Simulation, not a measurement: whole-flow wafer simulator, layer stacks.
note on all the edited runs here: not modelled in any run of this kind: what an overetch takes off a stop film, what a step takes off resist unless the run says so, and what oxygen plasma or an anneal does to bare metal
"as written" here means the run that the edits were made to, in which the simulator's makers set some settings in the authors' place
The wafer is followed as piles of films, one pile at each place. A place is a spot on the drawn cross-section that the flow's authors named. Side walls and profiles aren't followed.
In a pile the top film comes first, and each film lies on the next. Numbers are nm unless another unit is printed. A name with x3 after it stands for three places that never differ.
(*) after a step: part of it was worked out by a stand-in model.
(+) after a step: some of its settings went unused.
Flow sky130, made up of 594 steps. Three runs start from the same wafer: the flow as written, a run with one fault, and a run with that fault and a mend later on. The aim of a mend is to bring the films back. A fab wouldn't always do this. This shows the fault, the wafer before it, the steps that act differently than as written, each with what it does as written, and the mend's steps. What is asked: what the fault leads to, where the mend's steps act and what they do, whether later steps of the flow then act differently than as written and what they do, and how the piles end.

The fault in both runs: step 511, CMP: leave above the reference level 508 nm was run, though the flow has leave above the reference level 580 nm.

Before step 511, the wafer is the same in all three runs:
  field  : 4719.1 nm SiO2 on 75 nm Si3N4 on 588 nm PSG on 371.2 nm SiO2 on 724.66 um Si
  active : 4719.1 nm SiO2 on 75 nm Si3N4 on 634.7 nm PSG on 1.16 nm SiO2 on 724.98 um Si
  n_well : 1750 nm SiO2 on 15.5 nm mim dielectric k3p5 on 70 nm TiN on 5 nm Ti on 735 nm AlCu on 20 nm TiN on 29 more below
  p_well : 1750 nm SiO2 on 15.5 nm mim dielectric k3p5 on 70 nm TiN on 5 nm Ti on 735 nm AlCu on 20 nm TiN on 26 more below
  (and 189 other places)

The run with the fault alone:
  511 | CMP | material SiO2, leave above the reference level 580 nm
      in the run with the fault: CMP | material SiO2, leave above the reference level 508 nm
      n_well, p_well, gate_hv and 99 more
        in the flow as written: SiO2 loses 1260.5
        in the run with the fault: SiO2 loses 1332.5
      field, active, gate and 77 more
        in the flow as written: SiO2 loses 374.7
        in the run with the fault: SiO2 loses 446.7
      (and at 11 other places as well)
  Steps further on in the flow that do not act as written (2 other steps are not shown; they differ only slightly, by no more than 2% or 0.5 nm, whichever is larger):
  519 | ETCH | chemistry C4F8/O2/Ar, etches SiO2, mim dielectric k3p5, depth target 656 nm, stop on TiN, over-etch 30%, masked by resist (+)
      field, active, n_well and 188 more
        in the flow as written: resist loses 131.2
        in the run with the fault: resist loses 112.7
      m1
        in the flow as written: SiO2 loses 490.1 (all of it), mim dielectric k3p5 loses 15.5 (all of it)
        in the run with the fault: SiO2 loses 418.1 (all of it), mim dielectric k3p5 loses 15.5 (all of it)
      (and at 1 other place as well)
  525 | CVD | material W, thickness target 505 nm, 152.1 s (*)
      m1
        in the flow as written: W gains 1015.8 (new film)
        in the run with the fault: W gains 943.3 (new film)
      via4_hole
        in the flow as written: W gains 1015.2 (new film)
        in the run with the fault: W gains 942.7 (new film)
  The piles end different from the flow's at n_well, p_well, gate_hv and 115 more by more than 2% or 0.5 nm, whichever is larger.
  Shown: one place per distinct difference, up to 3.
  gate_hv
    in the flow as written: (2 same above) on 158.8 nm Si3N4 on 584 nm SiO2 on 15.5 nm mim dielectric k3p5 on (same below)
    in the run with the fault: (2 same above) on 158.8 nm Si3N4 on 512 nm SiO2 on 15.5 nm mim dielectric k3p5 on (same below)
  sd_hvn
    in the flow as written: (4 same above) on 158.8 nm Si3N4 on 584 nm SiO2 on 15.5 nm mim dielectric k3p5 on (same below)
    in the run with the fault: (4 same above) on 158.8 nm Si3N4 on 512 nm SiO2 on 15.5 nm mim dielectric k3p5 on (same below)
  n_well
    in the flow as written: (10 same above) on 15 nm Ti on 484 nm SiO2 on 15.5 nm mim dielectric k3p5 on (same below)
    in the run with the fault: (10 same above) on 15 nm Ti on 412 nm SiO2 on 15.5 nm mim dielectric k3p5 on (same below)

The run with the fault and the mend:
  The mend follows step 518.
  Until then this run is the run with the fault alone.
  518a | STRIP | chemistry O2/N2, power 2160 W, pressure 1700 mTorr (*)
      field, active, n_well and 188 more
        resist loses 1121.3 (all of it)
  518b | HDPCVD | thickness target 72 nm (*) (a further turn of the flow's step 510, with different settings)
      field, active, n_well and 190 more
        SiO2 gains 72
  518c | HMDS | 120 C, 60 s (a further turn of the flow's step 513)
      leaves every film unchanged at each place that is followed
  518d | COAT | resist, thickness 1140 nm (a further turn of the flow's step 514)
      field, active, n_well and 190 more
        resist gains 1140 (new film)
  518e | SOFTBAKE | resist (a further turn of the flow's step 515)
      leaves every film unchanged at each place that is followed
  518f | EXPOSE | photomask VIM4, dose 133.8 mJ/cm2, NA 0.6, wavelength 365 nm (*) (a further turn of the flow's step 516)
      leaves every film unchanged at each place that is followed
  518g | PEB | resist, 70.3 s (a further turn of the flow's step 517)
      field, active, n_well and 190 more
        resist loses 18.7
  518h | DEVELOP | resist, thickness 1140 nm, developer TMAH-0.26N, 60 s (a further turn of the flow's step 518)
      m1, via4_hole
        resist loses 1121.3 (all of it)
  Every later step of the flow that is run acts as written at every place that is followed.
  By the end, the piles equal the flow's at every place that both follow.
